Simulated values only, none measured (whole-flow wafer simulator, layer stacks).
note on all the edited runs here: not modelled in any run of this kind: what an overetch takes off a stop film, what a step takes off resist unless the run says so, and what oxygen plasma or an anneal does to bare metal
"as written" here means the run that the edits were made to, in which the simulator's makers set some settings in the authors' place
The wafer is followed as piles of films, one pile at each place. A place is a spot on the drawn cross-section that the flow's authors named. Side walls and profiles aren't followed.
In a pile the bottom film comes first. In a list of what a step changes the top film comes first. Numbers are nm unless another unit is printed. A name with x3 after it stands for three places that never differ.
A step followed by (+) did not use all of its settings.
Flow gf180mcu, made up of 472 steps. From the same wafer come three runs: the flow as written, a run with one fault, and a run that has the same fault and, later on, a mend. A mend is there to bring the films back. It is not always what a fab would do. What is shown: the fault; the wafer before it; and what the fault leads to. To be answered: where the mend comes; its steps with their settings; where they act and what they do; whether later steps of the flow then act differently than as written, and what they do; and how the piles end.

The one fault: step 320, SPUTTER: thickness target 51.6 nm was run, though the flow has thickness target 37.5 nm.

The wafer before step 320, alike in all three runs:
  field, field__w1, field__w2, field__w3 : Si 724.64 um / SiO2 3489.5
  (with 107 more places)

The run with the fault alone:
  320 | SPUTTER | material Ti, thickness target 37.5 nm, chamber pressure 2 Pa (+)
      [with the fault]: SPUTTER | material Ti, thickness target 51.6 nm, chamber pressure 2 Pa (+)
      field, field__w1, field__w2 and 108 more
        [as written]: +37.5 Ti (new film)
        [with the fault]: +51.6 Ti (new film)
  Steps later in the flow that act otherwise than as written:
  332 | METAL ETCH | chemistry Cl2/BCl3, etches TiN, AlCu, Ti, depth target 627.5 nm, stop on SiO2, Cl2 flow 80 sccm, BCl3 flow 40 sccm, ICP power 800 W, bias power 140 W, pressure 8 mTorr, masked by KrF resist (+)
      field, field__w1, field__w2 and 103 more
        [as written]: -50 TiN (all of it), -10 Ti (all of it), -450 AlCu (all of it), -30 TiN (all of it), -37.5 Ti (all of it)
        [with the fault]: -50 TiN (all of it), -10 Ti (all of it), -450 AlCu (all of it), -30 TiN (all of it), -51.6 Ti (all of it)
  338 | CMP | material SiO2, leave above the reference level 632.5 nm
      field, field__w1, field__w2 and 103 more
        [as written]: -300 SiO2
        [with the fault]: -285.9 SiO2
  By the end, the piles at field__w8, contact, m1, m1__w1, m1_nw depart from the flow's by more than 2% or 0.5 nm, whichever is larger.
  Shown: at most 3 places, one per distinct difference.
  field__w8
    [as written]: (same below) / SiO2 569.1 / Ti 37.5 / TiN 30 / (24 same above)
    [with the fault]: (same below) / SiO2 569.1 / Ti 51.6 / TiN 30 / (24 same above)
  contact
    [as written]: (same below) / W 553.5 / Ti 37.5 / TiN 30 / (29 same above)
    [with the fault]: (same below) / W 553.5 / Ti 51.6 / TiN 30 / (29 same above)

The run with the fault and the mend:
  The mend follows step 331.
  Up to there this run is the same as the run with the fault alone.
  332 | METAL ETCH | chemistry Cl2/BCl3, etches TiN, AlCu, Ti, depth target 641.6 nm, stop on SiO2, Cl2 flow 80 sccm, BCl3 flow 40 sccm, ICP power 800 W, bias power 140 W, pressure 8 mTorr, masked by KrF resist (+) (the flow's step 332, as written with depth target 627.5 nm)
      field, field__w1, field__w2 and 103 more
        -50 TiN (all of it), -10 Ti (all of it), -450 AlCu (all of it), -30 TiN (all of it), -51.6 Ti (all of it)
      field__w8, contact, m1, m1__w1, m1_nw
        -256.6 KrF resist
  Steps later in the flow that act otherwise than as written (1 more step, not shown, differs only slightly: by at most 2% or 0.5 nm, whichever is larger):
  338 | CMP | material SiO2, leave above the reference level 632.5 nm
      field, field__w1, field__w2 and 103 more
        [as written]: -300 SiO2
        [with the mend]: -285.9 SiO2
  By the end, the piles at field__w8, contact, m1, m1__w1, m1_nw depart from the flow's by more than 2% or 0.5 nm, whichever is larger.
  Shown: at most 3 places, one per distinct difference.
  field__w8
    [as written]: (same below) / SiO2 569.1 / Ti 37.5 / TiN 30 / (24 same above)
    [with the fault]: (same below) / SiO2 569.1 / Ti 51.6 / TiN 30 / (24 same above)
    [with the mend]: (same below) / SiO2 569.1 / Ti 51.6 / TiN 30 / (24 same above)
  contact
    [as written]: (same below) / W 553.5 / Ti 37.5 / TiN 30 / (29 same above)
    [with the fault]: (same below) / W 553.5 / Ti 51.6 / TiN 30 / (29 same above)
    [with the mend]: (same below) / W 553.5 / Ti 51.6 / TiN 30 / (29 same above)
